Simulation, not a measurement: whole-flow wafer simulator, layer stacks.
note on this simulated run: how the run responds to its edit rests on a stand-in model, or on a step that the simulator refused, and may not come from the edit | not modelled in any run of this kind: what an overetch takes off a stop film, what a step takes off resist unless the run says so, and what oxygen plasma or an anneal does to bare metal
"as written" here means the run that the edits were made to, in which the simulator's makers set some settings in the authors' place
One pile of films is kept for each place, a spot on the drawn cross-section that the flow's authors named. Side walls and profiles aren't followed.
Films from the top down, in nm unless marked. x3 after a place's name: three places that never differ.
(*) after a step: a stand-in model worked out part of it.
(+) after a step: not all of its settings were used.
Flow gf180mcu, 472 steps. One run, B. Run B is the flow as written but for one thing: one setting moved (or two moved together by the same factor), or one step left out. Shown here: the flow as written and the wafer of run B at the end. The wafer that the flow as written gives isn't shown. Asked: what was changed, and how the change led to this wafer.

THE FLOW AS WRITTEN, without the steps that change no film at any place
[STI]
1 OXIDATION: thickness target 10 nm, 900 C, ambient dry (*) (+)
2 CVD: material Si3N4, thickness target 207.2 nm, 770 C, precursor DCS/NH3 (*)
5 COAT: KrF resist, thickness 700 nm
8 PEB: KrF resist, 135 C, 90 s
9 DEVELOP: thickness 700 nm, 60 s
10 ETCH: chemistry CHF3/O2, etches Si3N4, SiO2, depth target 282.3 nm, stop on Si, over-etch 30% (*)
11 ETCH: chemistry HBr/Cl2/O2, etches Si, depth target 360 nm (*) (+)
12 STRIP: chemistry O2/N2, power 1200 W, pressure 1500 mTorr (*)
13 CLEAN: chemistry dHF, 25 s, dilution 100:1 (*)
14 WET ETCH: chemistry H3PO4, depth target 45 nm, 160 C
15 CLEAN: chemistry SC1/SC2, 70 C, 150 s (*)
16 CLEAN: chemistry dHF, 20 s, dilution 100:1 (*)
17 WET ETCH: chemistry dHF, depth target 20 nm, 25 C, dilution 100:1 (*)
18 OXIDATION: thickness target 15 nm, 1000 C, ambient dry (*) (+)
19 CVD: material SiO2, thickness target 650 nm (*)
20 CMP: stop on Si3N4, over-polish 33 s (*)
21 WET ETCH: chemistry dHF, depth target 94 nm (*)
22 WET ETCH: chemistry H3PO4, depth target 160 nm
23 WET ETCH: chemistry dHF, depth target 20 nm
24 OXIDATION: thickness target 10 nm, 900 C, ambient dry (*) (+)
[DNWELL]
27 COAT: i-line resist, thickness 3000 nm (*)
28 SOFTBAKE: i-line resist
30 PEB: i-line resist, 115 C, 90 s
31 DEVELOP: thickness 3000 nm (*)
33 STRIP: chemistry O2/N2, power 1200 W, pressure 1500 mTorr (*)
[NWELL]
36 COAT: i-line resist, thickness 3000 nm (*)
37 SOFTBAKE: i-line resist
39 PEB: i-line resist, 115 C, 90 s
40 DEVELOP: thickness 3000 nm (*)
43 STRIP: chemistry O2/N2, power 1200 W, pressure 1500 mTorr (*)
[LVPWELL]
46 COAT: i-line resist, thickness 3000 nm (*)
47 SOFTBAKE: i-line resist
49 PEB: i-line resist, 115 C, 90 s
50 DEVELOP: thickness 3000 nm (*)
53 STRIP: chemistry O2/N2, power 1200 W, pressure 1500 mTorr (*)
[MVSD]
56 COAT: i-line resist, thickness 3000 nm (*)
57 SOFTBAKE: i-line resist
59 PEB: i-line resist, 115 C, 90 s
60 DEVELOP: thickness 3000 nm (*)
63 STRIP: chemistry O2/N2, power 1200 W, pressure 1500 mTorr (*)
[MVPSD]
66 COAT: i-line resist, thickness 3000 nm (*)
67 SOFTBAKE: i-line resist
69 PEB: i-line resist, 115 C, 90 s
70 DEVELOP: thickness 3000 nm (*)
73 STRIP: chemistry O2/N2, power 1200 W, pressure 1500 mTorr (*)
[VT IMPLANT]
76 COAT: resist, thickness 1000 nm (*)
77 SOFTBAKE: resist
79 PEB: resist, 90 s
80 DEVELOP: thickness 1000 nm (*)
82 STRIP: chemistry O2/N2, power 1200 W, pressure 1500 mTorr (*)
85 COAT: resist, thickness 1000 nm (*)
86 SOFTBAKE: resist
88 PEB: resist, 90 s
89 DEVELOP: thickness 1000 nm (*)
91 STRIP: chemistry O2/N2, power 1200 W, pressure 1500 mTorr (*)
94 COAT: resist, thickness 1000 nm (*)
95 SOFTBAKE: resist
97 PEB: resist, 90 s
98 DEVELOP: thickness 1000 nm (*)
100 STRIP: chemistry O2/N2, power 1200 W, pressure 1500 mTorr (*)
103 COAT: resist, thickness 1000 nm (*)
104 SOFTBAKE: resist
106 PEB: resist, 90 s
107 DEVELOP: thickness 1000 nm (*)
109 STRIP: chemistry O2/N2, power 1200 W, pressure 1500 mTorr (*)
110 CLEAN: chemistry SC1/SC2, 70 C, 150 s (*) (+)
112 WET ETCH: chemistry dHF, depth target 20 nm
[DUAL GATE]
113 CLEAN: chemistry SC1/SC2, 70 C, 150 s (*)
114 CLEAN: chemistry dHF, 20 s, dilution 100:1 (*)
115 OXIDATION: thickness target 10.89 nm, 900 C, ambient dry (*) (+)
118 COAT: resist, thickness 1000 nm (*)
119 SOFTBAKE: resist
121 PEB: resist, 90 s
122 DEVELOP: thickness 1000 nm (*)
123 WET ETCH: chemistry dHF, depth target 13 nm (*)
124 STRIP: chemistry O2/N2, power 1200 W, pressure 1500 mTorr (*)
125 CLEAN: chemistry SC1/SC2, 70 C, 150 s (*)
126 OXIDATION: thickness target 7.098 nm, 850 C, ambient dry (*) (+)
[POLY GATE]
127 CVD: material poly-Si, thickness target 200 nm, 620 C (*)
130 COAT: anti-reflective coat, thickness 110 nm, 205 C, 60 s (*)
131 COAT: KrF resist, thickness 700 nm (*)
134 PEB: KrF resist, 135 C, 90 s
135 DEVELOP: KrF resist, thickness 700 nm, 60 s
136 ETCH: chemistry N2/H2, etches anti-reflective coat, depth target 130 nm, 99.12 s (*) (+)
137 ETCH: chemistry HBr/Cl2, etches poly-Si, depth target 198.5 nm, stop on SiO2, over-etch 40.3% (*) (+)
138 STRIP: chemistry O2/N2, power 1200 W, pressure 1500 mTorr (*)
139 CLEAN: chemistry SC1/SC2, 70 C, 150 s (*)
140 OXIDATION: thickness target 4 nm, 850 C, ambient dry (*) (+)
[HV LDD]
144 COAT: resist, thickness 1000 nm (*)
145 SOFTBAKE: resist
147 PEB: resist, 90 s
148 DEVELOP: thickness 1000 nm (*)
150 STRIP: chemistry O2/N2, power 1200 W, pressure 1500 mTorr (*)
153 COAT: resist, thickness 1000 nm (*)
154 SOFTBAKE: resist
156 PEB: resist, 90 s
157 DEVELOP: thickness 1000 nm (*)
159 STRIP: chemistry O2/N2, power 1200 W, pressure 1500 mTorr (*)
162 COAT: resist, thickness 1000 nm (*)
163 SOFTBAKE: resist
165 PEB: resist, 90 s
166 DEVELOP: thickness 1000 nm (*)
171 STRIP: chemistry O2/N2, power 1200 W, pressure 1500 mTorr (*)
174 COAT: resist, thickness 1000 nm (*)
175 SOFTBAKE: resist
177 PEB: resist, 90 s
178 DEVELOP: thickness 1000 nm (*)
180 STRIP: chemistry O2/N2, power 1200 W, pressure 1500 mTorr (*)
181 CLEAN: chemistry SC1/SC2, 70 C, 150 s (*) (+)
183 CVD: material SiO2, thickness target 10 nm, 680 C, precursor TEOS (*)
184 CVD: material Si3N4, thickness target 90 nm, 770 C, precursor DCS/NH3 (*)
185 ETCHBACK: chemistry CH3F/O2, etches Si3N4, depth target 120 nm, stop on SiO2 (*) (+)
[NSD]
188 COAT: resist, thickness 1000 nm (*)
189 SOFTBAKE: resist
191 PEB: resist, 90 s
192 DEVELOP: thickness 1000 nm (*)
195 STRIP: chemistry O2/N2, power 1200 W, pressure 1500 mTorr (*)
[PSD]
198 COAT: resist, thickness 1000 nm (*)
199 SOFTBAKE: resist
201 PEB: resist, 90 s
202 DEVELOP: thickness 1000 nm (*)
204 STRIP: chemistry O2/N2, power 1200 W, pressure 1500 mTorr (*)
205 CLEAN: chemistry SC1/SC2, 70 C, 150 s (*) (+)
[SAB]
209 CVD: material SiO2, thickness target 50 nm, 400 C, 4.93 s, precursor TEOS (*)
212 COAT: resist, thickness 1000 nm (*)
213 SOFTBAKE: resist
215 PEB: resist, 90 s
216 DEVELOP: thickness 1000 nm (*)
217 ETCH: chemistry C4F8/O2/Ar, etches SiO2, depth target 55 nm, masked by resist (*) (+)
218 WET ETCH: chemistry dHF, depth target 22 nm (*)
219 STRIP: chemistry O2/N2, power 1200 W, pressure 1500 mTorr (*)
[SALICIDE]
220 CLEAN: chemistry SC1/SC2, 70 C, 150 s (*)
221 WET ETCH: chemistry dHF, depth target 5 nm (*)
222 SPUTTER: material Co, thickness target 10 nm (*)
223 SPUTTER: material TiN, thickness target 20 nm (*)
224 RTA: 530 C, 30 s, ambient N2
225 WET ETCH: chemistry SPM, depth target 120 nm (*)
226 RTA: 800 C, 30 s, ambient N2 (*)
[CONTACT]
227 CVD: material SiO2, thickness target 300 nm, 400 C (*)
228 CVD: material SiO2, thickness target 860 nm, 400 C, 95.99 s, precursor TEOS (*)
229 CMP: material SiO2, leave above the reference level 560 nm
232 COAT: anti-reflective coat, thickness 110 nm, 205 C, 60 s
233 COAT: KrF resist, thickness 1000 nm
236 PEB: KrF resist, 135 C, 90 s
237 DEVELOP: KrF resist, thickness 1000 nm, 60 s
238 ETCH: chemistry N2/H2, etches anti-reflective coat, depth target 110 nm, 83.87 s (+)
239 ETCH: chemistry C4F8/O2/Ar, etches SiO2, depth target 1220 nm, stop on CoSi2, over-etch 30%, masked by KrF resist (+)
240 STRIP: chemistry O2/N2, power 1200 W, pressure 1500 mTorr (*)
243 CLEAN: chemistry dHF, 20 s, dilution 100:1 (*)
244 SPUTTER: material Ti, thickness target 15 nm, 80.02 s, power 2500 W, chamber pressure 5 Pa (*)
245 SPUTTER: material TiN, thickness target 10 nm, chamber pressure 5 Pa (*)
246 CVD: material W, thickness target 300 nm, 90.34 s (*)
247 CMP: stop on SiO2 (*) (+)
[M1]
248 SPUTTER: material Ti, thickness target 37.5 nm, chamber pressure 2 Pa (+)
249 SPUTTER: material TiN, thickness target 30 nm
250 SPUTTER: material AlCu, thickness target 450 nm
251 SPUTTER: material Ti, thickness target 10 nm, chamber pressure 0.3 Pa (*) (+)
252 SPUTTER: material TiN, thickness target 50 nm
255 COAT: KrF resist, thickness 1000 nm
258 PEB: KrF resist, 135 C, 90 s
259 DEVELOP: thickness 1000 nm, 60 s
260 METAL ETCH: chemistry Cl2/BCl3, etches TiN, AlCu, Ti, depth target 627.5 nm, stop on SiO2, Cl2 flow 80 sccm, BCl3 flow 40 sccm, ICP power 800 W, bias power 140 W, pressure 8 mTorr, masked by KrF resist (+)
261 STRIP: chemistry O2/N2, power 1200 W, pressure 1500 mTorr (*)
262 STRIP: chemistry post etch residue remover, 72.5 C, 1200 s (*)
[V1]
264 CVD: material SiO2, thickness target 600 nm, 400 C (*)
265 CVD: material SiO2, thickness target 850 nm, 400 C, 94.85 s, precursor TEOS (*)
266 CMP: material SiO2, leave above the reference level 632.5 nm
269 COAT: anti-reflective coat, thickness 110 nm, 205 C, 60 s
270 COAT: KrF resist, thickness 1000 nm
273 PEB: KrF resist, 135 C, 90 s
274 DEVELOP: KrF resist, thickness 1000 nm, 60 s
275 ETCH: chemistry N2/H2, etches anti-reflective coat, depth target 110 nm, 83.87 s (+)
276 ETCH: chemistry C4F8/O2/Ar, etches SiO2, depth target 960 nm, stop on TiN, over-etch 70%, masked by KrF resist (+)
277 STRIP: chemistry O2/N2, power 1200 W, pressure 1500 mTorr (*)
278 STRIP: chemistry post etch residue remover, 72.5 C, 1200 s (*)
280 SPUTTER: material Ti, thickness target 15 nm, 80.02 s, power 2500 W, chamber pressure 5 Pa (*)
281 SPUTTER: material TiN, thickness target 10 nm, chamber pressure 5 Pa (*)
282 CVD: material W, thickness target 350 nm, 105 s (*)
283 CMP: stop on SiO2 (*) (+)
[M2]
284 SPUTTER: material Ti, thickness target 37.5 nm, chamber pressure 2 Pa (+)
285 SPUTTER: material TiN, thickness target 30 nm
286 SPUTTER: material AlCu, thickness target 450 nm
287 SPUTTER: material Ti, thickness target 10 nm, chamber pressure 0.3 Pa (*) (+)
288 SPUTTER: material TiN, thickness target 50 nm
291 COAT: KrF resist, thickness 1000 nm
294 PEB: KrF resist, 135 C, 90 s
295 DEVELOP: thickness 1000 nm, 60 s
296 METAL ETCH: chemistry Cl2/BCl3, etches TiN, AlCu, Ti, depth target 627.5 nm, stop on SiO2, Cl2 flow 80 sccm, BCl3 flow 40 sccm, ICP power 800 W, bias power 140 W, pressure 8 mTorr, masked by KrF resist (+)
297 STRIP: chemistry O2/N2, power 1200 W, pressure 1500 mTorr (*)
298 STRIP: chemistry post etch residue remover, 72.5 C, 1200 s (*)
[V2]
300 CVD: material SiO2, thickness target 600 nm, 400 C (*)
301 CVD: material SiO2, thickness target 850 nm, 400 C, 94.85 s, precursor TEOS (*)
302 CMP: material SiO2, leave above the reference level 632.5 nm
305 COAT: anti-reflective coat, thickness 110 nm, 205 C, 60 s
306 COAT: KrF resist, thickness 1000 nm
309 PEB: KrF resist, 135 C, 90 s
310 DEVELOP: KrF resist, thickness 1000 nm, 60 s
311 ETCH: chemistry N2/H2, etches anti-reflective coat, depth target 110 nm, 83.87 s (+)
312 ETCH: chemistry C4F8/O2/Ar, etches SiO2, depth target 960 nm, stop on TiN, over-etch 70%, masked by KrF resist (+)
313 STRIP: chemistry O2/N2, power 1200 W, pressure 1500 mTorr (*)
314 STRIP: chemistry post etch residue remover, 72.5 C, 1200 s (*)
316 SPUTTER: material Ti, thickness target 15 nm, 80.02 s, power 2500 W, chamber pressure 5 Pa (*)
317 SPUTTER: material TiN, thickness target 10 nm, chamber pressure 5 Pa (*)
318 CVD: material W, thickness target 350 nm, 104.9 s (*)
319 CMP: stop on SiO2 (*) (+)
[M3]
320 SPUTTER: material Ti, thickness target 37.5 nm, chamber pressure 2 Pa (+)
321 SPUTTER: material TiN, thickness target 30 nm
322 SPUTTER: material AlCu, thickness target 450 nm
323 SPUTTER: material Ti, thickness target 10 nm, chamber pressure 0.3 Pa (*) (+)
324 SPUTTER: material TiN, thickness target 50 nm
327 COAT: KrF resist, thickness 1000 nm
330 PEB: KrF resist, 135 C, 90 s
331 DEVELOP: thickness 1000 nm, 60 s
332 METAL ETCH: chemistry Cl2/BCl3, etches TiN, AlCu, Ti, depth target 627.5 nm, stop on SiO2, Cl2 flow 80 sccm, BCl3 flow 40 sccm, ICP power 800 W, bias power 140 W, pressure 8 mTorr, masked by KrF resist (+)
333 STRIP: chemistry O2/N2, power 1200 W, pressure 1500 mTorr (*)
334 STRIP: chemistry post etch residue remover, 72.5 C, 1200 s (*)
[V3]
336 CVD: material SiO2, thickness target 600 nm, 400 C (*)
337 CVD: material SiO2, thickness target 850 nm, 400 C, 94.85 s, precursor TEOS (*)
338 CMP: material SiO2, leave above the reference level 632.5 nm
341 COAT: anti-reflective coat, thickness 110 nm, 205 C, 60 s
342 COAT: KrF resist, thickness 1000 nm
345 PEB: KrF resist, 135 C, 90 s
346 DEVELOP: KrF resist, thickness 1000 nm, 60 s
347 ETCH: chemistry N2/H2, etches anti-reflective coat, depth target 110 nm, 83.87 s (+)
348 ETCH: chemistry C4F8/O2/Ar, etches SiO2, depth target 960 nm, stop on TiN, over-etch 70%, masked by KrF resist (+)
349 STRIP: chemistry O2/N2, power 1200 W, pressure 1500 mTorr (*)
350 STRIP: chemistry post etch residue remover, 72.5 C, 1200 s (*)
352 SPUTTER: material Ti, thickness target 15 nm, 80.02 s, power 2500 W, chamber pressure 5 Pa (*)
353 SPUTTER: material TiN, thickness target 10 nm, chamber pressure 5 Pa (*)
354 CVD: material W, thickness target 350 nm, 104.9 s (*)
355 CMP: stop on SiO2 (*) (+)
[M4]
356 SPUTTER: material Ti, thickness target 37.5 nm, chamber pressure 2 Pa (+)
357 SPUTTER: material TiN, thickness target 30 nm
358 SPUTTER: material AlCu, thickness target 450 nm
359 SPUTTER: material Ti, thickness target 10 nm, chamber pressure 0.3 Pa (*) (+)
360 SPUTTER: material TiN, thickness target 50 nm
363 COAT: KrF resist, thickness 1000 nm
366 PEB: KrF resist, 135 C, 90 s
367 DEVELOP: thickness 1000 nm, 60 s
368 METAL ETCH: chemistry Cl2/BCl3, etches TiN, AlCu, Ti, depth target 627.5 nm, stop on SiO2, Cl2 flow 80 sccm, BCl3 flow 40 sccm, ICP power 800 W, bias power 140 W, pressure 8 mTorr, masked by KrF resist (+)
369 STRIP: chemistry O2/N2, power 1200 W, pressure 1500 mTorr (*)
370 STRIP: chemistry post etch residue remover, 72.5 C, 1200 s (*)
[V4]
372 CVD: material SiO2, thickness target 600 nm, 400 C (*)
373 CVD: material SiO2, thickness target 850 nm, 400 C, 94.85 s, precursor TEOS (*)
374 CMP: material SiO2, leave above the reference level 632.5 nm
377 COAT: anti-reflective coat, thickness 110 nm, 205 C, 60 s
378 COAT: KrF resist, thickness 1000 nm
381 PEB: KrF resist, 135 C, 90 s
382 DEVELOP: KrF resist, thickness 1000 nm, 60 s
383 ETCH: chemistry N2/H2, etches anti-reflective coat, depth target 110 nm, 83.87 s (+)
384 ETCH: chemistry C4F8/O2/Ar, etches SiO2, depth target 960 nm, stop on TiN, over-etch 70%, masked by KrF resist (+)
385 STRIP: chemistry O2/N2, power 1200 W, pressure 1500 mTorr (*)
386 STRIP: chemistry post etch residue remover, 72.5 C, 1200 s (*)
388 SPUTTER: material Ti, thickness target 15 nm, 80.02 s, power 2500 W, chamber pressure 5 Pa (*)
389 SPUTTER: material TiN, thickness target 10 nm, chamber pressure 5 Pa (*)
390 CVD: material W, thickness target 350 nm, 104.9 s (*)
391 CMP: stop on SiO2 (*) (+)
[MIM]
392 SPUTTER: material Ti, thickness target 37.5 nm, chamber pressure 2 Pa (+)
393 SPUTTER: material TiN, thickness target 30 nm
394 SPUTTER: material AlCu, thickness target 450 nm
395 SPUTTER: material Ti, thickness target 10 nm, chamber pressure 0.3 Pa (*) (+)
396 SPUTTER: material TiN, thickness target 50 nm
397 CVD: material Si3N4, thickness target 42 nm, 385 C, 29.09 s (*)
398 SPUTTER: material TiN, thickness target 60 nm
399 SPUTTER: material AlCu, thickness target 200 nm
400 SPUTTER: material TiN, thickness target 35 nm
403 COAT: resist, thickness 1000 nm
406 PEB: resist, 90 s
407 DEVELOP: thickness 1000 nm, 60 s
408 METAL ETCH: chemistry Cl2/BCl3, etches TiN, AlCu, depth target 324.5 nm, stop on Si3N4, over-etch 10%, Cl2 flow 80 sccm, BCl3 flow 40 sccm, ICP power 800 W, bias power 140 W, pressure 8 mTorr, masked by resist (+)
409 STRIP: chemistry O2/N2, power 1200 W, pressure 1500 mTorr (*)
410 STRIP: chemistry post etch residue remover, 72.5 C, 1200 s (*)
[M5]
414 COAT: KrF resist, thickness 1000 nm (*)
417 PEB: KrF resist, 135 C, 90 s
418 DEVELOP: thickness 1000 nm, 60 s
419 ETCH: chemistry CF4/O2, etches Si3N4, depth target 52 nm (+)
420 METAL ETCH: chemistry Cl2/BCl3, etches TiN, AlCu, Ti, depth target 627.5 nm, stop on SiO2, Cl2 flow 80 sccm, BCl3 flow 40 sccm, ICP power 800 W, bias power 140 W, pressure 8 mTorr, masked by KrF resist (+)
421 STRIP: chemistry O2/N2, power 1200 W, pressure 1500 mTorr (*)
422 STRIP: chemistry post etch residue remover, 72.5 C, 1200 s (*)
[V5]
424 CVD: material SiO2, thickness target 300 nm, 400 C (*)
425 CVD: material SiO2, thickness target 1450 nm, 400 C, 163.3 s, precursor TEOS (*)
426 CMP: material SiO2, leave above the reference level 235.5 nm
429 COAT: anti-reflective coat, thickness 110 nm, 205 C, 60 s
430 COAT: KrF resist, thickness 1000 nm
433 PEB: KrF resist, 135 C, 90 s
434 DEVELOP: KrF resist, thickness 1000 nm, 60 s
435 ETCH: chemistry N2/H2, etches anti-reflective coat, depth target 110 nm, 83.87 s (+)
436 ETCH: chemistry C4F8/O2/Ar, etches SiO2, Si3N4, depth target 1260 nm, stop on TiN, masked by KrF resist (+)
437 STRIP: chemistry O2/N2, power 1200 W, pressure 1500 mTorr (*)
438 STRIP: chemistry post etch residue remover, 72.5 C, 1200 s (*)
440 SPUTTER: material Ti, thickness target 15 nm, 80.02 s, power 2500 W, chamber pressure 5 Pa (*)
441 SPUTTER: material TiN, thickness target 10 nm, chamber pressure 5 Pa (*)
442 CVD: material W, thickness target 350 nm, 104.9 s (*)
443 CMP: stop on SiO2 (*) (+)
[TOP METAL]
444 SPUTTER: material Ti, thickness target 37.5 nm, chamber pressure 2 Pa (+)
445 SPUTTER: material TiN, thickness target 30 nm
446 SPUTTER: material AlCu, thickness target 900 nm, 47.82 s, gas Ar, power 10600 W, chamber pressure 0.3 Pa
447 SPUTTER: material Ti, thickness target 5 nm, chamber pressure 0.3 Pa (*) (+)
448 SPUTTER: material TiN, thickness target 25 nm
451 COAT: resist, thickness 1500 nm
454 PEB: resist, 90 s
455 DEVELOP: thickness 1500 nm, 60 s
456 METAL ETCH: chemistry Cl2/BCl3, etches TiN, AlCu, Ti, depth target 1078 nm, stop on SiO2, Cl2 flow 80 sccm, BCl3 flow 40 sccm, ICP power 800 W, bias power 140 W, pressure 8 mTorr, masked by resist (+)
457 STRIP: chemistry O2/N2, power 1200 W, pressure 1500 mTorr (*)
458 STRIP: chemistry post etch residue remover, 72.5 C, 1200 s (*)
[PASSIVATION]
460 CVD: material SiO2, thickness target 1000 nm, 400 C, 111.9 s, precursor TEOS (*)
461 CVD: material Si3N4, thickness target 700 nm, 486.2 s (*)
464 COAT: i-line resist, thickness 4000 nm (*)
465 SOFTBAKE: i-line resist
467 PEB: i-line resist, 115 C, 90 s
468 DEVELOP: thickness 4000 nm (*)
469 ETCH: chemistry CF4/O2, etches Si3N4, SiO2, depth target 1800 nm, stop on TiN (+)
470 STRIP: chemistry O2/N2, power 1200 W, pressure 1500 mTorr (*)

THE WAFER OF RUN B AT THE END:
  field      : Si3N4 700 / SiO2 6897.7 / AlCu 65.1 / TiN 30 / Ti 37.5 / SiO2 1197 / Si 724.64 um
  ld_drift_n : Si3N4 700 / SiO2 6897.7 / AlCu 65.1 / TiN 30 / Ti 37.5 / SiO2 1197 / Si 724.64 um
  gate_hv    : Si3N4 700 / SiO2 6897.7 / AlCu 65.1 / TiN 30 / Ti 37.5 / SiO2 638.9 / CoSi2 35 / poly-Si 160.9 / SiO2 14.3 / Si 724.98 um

The cause: step 260, METAL ETCH: depth target 439.2 nm was run, where the flow has depth target 627.5 nm.

How the change led to this, step by step:
  260 METAL ETCH: chemistry Cl2/BCl3, etches TiN, AlCu, Ti, depth target 627.5 nm, stop on SiO2, Cl2 flow 80 sccm, BCl3 flow 40 sccm, ICP power 800 W, bias power 140 W, pressure 8 mTorr, masked by KrF resist (+)
      field, field__w1, field__w2 and 99 more: TiN -50 (all of it), Ti -10 (all of it), AlCu -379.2 (as written it would be: TiN -50 (all of it), Ti -10 (all of it), AlCu -450 (all of it), TiN -30 (all of it), Ti -37.5 (all of it))
      field__w8, contact, m1 and 6 more: KrF resist -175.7 (as written it would be: KrF resist -251)
  261 STRIP: chemistry O2/N2, power 1200 W, pressure 1500 mTorr (*)
      field__w8, contact, m1 and 6 more: KrF resist -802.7 (all of it) (as written it would be: KrF resist -727.4 (all of it))
  262 STRIP: chemistry post etch residue remover, 72.5 C, 1200 s (*)
      field, field__w1, field__w2 and 99 more: AlCu -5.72 (as written it would be: nothing)
  264 CVD: material SiO2, thickness target 600 nm, 400 C (*)
      field, field__w1, field__w2 and 99 more: SiO2 +600 (new film) (as written it would be: SiO2 +600)
  266 CMP: material SiO2, leave above the reference level 632.5 nm
      field, field__w1, field__w2 and 99 more: SiO2 -432.6 (as written it would be: SiO2 -300)
Counting metal films that touch as one body, field has 1 body; the flow as written gives 0 bodies.
Counting metal films that touch as one body, ld_drift_n has 1 body; the flow as written gives 0 bodies.
Counting metal films that touch as one body, gate_hv has 2 bodies (between them, from the top down: SiO2 638.9); the flow as written gives 1 body.
